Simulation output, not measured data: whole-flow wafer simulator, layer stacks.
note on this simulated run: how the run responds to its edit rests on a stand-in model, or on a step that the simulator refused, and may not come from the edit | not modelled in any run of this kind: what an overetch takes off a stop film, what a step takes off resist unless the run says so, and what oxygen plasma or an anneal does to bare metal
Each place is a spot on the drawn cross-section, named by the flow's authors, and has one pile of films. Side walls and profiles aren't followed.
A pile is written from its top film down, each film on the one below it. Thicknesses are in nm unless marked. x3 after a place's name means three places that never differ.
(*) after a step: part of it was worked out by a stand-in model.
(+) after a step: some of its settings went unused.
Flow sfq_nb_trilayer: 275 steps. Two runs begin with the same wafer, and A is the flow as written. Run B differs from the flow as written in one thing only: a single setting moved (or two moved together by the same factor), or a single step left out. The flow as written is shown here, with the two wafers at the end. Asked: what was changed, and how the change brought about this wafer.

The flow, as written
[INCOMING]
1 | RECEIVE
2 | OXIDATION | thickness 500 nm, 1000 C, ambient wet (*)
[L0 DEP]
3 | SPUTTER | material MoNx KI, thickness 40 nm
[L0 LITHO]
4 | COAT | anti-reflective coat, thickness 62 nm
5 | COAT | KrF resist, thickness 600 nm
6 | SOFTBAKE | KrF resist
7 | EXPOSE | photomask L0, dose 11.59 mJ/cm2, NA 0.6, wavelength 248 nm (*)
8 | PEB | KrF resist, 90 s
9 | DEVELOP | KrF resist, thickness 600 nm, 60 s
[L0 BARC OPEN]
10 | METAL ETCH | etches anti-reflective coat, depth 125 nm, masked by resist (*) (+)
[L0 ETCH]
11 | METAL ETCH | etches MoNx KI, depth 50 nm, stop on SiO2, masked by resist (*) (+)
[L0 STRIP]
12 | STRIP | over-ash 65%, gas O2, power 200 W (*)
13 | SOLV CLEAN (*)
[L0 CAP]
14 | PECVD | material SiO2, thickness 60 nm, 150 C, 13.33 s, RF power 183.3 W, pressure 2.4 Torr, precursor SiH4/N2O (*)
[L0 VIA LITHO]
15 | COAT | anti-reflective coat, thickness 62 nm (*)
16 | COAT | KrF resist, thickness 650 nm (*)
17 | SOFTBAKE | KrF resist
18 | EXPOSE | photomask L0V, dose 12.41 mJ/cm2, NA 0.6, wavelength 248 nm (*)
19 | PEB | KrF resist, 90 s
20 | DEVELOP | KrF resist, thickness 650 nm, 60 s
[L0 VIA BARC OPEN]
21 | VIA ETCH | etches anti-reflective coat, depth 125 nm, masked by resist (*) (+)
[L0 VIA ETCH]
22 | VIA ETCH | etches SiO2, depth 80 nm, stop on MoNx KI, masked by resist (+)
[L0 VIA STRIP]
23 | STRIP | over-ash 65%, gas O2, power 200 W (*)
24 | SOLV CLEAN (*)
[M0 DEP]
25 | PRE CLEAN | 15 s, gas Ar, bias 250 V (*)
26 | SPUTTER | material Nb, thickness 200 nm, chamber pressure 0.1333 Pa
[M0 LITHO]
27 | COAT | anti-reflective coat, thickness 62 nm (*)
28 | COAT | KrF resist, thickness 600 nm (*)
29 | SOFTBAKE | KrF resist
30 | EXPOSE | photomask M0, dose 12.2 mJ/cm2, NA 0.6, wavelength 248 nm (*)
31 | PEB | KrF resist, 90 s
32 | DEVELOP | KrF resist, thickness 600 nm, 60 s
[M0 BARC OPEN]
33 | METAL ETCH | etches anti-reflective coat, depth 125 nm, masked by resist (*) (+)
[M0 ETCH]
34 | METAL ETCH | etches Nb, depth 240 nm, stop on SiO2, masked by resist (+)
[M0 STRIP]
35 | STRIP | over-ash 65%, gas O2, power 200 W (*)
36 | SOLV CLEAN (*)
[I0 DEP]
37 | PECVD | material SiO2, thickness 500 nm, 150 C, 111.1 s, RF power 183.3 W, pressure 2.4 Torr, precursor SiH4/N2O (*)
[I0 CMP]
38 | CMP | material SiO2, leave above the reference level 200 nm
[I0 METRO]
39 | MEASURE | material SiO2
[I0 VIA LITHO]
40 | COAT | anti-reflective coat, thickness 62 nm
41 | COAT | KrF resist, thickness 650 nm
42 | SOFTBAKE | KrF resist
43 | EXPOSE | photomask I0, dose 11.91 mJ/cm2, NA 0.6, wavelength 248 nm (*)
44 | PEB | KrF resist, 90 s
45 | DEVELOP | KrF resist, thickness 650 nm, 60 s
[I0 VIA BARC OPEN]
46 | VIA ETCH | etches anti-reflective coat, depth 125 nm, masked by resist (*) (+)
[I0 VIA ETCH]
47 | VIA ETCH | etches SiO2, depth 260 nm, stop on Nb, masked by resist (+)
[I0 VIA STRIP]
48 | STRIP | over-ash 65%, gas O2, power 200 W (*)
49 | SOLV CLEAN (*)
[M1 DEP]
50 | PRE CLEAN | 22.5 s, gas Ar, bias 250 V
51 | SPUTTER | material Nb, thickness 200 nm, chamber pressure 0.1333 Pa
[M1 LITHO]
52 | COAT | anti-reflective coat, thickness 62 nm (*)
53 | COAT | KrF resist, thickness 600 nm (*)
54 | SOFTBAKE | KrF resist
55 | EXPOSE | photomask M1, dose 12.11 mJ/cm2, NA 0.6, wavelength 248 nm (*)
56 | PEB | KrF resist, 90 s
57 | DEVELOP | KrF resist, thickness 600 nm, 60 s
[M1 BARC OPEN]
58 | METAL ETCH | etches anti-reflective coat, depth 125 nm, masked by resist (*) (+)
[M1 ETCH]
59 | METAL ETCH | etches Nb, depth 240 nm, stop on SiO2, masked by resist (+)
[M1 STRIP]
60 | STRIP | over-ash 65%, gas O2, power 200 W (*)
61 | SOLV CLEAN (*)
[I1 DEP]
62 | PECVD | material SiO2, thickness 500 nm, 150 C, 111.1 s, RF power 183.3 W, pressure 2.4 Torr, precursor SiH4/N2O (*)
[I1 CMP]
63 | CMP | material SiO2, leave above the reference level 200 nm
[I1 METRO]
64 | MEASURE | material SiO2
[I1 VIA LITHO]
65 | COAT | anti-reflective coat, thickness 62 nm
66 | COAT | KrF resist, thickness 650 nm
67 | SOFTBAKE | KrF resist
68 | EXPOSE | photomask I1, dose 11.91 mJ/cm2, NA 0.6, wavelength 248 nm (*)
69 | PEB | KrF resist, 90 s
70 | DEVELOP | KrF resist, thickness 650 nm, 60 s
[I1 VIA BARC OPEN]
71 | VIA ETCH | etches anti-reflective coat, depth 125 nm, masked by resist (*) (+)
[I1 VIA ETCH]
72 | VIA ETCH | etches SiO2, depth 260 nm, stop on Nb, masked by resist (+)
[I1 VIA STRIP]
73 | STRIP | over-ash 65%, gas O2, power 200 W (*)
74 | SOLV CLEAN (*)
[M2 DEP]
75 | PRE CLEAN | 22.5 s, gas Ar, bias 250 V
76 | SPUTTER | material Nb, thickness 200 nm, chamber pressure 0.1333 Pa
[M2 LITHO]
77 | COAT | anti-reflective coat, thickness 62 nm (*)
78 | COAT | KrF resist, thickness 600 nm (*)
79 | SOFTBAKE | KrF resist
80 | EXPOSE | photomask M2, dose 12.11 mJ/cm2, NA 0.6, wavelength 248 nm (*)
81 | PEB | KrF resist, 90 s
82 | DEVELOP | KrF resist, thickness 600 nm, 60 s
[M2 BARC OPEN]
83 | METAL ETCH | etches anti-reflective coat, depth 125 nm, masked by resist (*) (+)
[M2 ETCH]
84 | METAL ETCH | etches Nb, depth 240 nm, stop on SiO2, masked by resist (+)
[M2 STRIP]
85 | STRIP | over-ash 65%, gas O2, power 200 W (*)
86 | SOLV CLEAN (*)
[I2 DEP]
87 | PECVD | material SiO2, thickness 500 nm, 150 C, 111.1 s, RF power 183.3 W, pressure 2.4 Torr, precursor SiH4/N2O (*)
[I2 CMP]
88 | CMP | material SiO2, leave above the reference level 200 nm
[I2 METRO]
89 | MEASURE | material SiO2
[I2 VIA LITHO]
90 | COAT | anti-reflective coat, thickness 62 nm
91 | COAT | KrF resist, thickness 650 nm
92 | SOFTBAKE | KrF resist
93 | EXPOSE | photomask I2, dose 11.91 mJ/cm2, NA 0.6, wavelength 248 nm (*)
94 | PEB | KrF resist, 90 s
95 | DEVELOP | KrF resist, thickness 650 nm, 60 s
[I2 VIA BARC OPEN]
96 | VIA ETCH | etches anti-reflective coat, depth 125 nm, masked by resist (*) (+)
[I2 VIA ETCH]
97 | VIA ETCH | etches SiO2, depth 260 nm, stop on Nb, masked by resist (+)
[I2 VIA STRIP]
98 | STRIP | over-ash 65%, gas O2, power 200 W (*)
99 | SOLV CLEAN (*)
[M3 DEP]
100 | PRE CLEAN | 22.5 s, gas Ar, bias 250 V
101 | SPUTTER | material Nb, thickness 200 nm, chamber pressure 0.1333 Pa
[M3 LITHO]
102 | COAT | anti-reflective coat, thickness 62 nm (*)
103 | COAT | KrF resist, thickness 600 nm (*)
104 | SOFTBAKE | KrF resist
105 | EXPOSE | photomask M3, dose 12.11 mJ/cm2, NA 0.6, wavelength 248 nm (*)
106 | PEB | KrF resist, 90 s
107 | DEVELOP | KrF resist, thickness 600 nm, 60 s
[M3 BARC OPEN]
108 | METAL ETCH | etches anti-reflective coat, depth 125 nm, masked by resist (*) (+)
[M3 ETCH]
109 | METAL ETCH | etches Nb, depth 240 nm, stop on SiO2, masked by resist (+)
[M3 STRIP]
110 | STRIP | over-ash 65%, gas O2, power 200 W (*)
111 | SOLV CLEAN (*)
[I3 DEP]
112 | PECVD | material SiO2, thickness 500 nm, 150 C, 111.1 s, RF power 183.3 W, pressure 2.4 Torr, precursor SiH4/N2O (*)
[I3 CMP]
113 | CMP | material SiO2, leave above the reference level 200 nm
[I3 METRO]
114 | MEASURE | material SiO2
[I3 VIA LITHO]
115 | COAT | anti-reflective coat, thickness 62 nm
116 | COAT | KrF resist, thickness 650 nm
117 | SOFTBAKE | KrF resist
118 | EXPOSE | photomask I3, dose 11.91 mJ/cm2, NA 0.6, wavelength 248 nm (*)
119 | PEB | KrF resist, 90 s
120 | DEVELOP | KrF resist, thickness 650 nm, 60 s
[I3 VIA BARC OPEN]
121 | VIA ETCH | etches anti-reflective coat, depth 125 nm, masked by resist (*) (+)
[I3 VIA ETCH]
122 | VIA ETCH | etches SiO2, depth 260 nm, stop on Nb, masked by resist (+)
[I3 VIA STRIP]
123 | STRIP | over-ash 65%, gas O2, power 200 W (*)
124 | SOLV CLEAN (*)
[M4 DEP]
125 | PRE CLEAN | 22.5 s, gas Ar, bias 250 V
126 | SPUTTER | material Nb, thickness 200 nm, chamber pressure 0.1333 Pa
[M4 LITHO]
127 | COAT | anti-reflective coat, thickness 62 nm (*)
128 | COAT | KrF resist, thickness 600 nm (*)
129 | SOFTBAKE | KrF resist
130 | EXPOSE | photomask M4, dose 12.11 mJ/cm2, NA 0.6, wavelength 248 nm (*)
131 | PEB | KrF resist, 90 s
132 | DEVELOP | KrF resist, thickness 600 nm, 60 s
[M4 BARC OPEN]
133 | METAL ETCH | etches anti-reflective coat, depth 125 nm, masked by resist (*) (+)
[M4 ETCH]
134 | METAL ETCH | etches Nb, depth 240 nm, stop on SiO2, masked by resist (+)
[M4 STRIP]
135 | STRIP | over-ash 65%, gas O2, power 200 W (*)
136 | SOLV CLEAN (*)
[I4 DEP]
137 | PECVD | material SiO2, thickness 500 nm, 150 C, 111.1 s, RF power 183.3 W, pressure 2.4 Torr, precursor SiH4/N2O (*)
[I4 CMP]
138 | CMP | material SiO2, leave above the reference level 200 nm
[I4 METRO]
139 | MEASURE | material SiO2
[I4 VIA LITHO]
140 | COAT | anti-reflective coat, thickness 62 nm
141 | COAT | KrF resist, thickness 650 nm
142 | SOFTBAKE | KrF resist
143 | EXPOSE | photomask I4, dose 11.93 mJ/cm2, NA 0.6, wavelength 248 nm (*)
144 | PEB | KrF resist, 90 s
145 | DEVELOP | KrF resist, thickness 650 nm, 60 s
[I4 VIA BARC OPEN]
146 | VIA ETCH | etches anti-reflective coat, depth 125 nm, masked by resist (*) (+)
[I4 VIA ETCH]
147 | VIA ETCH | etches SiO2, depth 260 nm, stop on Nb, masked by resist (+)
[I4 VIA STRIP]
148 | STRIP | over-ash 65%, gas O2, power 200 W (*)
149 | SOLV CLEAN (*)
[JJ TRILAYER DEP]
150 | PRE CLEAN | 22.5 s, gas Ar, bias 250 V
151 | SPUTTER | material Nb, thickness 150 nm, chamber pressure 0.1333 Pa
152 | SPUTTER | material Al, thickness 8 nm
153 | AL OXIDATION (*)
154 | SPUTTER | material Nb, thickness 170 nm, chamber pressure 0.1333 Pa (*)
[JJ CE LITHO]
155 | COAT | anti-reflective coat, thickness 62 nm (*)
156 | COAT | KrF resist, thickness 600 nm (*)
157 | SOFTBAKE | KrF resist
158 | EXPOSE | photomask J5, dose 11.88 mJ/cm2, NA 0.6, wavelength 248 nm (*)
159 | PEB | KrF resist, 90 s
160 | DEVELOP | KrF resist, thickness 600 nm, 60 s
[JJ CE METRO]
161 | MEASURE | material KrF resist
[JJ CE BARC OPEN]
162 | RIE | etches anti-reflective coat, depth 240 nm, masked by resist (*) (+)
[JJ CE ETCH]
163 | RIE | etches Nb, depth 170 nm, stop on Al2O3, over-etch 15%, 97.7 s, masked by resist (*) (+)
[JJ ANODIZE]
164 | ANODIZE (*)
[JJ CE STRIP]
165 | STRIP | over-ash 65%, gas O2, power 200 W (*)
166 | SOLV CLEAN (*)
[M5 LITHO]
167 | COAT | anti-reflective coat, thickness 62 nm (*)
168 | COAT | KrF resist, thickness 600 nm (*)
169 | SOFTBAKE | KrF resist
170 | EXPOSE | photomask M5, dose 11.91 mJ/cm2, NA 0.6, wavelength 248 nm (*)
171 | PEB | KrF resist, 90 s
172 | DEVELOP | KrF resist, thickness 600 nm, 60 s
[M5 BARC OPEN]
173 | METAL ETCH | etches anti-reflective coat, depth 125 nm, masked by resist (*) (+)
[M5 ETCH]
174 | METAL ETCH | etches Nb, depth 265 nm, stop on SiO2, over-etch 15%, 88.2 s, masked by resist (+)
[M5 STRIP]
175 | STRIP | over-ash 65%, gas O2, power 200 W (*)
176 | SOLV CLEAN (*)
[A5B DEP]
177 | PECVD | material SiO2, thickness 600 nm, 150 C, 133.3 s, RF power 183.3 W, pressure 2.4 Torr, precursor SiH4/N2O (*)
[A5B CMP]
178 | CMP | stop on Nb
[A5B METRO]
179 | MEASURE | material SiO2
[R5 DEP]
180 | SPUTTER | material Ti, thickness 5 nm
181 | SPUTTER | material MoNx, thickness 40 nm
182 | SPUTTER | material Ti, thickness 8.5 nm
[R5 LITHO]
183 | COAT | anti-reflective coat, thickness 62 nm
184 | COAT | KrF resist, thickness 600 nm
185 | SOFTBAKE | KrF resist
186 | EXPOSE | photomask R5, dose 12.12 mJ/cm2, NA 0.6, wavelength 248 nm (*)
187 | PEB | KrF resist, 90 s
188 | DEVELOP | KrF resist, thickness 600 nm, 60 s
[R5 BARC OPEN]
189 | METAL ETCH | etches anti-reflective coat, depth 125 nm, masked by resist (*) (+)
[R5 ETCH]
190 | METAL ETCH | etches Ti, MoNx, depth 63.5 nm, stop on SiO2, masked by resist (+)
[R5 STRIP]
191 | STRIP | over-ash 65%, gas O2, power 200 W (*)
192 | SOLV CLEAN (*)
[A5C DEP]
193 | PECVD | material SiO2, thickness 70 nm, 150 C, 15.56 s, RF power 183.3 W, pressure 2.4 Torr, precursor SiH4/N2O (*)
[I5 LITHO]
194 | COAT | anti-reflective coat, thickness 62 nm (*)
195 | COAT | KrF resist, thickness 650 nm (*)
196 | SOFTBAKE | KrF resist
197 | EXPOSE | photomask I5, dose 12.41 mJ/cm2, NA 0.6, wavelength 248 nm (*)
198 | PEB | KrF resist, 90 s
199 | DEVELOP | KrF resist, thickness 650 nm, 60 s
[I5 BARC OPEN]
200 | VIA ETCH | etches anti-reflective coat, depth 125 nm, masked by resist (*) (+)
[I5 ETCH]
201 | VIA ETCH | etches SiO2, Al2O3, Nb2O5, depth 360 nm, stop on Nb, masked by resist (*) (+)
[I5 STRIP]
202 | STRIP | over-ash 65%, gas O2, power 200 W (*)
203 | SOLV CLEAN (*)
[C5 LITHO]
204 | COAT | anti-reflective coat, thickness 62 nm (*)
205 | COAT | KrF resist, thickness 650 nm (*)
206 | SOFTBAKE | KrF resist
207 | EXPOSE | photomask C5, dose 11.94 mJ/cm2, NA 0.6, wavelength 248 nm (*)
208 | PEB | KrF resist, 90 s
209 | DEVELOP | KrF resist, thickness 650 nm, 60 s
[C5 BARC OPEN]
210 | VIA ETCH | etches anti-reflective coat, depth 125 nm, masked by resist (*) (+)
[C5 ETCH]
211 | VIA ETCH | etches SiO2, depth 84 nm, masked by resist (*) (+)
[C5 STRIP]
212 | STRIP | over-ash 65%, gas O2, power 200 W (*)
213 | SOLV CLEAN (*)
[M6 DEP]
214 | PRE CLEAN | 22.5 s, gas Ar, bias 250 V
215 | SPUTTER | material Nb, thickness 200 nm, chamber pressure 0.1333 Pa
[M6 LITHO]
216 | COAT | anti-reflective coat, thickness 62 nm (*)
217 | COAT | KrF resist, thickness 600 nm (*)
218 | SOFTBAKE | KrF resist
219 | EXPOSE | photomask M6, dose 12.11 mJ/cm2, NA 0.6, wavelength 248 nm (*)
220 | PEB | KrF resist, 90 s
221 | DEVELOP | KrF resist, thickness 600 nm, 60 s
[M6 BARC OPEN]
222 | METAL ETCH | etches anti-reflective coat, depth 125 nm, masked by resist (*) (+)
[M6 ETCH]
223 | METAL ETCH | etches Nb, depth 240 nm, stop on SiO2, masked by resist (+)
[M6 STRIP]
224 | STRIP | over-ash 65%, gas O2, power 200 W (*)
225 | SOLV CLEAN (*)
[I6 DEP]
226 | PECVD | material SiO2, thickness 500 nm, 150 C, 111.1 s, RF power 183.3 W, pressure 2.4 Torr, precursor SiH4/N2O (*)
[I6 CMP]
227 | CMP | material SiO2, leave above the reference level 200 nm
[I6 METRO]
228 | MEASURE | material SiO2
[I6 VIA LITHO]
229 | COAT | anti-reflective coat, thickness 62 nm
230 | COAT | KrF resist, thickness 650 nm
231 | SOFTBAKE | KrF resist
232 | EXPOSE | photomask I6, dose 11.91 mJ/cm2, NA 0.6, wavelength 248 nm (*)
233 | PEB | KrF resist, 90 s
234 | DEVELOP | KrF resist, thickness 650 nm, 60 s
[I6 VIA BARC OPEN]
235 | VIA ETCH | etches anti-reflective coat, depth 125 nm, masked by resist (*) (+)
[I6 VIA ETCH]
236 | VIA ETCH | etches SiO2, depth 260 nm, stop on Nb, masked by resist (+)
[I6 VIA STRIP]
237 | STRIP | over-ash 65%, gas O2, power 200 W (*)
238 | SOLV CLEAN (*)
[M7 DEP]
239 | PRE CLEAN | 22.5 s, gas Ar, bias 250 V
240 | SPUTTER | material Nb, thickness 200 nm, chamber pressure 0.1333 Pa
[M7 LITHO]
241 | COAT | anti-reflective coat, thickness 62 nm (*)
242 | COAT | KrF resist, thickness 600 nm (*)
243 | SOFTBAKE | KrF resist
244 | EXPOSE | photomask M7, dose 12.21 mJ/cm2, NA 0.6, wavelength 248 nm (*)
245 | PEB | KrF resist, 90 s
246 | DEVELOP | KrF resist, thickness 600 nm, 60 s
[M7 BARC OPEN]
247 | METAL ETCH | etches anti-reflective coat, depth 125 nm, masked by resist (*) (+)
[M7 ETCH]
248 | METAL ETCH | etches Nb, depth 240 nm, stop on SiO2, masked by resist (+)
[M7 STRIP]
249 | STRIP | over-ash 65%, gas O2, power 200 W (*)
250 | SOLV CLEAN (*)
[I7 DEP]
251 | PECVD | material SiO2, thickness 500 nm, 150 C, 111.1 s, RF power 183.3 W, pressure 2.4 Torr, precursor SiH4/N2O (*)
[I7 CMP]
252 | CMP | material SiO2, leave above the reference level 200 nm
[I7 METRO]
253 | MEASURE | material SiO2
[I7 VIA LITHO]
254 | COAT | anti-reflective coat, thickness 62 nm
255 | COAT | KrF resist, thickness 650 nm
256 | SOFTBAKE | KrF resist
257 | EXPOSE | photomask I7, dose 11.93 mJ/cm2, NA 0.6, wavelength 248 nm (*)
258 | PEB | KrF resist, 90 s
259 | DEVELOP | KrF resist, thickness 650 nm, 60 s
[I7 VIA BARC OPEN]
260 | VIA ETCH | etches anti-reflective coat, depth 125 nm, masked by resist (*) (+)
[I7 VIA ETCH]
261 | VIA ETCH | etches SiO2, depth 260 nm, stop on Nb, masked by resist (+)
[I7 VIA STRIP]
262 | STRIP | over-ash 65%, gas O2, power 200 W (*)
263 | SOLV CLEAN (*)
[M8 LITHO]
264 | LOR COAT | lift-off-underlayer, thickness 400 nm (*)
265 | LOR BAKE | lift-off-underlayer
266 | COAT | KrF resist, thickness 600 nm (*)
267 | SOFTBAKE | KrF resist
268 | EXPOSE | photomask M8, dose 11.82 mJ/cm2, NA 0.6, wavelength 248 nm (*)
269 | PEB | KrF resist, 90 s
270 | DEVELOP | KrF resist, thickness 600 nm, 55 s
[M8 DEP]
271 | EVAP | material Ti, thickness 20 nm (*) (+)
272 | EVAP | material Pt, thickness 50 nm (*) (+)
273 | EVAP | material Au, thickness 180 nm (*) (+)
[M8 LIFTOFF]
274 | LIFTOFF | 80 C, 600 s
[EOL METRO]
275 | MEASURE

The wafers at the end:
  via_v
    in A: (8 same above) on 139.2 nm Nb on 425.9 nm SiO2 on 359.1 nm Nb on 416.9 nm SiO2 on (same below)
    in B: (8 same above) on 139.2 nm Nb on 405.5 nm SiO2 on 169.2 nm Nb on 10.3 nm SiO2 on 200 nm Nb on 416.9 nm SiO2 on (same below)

The reason: step 122, VIA ETCH: depth 182 nm was run, while the flow as written has depth 260 nm.

How this came from the change, step by step:
  122 | VIA ETCH | etches SiO2, depth 260 nm, stop on Nb, masked by resist (+)
      via_v: A -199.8 SiO2 (all of it) | B -182 SiO2
      field_l, v_sur, via_wl and 102 more: A -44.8 KrF resist | B -31.4 KrF resist
  123 | STRIP | over-ash 65%, gas O2, power 200 W (*)
      field_l, v_sur, via_wl and 102 more: A -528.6 KrF resist (all of it), -62 anti-reflective coat (all of it) | B -542.1 KrF resist (all of it), -62 anti-reflective coat (all of it)
  125 | PRE CLEAN | 22.5 s, gas Ar, bias 250 V
      via_v: A -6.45 Nb | B -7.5 SiO2
  126 | SPUTTER | material Nb, thickness 200 nm, chamber pressure 0.1333 Pa
      via_v: A +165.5 Nb | B +169.2 Nb (new film)
  127 | COAT | anti-reflective coat, thickness 62 nm (*)
      via_v: A +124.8 anti-reflective coat (new film) | B +114.7 anti-reflective coat (new film)
      wire: A +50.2 anti-reflective coat (new film) | B +48.7 anti-reflective coat (new film)
  135 | STRIP | over-ash 65%, gas O2, power 200 W (*)
      via_v: A -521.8 KrF resist (all of it), -124.8 anti-reflective coat (all of it) | B -512.6 KrF resist (all of it), -114.7 anti-reflective coat (all of it)
      wire: A -374.5 KrF resist (all of it), -50.2 anti-reflective coat (all of it) | B -376.4 KrF resist (all of it), -48.7 anti-reflective coat (all of it)
  137 | PECVD | material SiO2, thickness 500 nm, 150 C, 111.1 s, RF power 183.3 W, pressure 2.4 Torr, precursor SiH4/N2O (*)
      via_v: A +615 SiO2 (new film) | B +570 SiO2 (new film)
  138 | CMP | material SiO2, leave above the reference level 200 nm
      via_v: A -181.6 SiO2 | B -157.1 SiO2
With metal films that touch counted as one body, via_v has 7 bodies (between them, from the top down: SiO2 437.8; SiO2 209 / Al2O3 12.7 / Nb2O5 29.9; SiO2 405.5; SiO2 10.3; SiO2 416.9; SiO2 192.5); the flow as written gives 6 bodies (between them, from the top down: SiO2 437.8; SiO2 209 / Al2O3 12.7 / Nb2O5 29.9; SiO2 425.9; SiO2 416.9; SiO2 192.5).
